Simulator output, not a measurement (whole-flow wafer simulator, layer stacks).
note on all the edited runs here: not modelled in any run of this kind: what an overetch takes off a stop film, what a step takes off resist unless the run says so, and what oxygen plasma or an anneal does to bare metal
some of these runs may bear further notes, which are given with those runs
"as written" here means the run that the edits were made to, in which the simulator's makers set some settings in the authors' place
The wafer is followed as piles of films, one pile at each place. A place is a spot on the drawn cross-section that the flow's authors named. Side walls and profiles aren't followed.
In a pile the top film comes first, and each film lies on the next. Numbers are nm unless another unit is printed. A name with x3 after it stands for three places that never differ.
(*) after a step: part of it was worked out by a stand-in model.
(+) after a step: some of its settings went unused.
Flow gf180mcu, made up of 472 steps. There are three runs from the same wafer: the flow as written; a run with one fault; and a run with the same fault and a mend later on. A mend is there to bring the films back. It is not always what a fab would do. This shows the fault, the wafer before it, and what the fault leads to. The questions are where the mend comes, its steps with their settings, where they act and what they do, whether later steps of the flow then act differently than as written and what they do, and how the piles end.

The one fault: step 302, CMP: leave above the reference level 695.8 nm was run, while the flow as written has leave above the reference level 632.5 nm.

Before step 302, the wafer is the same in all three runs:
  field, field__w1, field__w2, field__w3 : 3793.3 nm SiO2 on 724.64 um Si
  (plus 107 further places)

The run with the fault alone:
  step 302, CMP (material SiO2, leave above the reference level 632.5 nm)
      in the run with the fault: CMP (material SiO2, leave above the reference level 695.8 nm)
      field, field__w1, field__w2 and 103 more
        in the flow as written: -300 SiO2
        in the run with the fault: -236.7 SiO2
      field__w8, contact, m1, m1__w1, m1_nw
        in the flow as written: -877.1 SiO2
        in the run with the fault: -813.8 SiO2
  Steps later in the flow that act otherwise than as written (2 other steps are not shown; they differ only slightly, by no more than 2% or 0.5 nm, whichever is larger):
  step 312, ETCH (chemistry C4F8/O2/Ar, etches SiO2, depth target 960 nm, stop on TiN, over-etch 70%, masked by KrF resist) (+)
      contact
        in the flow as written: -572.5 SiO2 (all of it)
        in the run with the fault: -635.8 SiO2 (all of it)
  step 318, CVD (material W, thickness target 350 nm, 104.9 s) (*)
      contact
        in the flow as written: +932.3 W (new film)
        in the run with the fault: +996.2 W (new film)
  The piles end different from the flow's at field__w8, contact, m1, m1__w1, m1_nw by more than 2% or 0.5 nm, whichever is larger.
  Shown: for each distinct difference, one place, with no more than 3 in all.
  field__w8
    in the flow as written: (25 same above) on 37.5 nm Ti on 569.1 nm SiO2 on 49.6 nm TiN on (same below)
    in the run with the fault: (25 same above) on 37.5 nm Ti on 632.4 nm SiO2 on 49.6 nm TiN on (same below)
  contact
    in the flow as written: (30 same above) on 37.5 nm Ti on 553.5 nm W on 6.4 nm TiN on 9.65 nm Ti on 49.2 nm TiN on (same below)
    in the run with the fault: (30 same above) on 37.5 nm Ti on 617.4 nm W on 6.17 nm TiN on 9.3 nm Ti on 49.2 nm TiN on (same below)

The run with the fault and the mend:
  The mend follows step 310.
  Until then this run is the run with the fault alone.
  step 310a, STRIP (chemistry O2/N2, power 2160 W, pressure 1700 mTorr) (*)
      field, field__w1, field__w2 and 107 more
        -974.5 KrF resist (all of it), -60 anti-reflective coat (all of it)
      contact
        -60 anti-reflective coat (all of it)
  step 310b, CMP (material SiO2, leave above the reference level 632.5 nm) (a further turn of the flow's step 302)
      field, field__w1, field__w2 and 108 more
        -63.3 SiO2
  step 310c, HMDS (120 C, 60 s) (a further turn of the flow's step 304)
      leaves every film unchanged at each place that is followed
  step 310d, COAT (anti-reflective coat, thickness 60 nm, 182 C, 71 s) (a further turn of the flow's step 305)
      field, field__w1, field__w2 and 108 more
        +60 anti-reflective coat (new film)
  step 310e, COAT (KrF resist, thickness 1000 nm) (a further turn of the flow's step 306)
      field, field__w1, field__w2 and 108 more
        +1000 KrF resist (new film)
  step 310f, SOFTBAKE (KrF resist) (a further turn of the flow's step 307)
      leaves every film unchanged at each place that is followed
  step 310g, EXPOSE (photomask Via2) (a further turn of the flow's step 308)
      leaves every film unchanged at each place that is followed
  step 310h, PEB (KrF resist, 135 C, 90 s) (a further turn of the flow's step 309)
      field, field__w1, field__w2 and 108 more
        -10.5 KrF resist
  step 310i, DEVELOP (KrF resist, thickness 1000 nm, 60 s) (a further turn of the flow's step 310)
      field, field__w1, field__w2 and 107 more
        -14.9 KrF resist
      contact
        -989.5 KrF resist (all of it)
  Every later step of the flow that is run acts as written at every place that is followed.
  By the end, the piles equal the flow's at every place that both follow.
